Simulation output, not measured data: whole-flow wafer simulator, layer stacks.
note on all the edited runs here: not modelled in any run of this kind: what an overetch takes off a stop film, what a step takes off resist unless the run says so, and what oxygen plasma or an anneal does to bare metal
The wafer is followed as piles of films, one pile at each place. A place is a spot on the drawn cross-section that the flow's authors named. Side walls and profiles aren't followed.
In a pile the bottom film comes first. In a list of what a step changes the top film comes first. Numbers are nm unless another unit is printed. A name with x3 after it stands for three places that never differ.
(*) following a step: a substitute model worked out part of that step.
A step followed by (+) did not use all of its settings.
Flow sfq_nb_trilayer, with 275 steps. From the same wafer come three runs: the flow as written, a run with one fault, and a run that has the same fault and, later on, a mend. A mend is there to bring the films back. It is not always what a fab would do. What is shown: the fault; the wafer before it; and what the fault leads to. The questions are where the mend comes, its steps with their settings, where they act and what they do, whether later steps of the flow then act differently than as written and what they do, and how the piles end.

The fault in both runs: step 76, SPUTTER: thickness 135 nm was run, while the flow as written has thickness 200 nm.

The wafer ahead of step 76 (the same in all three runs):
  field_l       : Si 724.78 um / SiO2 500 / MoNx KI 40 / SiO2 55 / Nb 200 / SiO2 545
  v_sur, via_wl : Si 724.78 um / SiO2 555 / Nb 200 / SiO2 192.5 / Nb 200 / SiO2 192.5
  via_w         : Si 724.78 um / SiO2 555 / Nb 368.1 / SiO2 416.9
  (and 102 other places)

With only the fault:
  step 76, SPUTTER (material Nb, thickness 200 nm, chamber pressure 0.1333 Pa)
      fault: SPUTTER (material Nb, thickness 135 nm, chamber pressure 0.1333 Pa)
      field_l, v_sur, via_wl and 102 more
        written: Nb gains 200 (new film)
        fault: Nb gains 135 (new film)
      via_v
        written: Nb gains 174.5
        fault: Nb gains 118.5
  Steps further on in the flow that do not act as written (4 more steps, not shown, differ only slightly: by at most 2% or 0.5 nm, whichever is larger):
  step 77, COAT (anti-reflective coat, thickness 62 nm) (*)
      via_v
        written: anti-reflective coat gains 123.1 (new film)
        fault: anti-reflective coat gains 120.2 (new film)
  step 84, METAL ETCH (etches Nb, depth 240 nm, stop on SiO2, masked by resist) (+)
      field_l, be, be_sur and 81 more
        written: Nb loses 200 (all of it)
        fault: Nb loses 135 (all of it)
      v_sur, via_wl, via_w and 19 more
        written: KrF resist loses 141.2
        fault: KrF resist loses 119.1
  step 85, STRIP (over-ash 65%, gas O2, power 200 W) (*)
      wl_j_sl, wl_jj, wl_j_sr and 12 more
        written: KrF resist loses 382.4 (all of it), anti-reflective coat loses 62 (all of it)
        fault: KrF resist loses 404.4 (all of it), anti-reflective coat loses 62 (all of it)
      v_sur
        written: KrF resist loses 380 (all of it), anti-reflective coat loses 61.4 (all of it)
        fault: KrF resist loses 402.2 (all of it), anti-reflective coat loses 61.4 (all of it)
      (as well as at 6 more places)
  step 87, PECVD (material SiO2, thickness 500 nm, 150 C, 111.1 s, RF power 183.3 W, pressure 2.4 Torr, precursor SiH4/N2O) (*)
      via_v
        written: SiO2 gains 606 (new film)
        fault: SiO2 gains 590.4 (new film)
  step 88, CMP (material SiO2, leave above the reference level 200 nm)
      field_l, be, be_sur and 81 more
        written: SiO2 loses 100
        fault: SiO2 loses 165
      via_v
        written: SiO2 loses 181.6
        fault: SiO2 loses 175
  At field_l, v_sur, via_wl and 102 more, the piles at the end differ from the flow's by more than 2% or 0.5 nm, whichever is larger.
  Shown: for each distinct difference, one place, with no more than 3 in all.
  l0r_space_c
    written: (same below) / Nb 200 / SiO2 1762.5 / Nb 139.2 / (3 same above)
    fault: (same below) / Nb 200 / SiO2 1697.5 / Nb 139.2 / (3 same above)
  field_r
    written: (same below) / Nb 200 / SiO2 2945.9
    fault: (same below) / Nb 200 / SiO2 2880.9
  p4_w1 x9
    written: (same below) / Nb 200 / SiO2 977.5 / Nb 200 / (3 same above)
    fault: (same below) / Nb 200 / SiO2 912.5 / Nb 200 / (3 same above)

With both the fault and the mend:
  The mend stands after step 76.
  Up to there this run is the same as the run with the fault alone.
  step 76a, SPUTTER (material Nb, thickness 65 nm, chamber pressure 0.1333 Pa) (the flow's step 76 again, with other settings)
      field_l, v_sur, via_wl and 102 more
        Nb gains 65
      via_v
        Nb gains 51.6
  Later steps of the flow that are run all act as written at every place that is followed, up to a difference of at most 2% or 0.5 nm, whichever is larger.
  When the end is reached, the piles differ only a little from the flow's at the places that both follow, at most by 2% or 0.5 nm, whichever is larger.
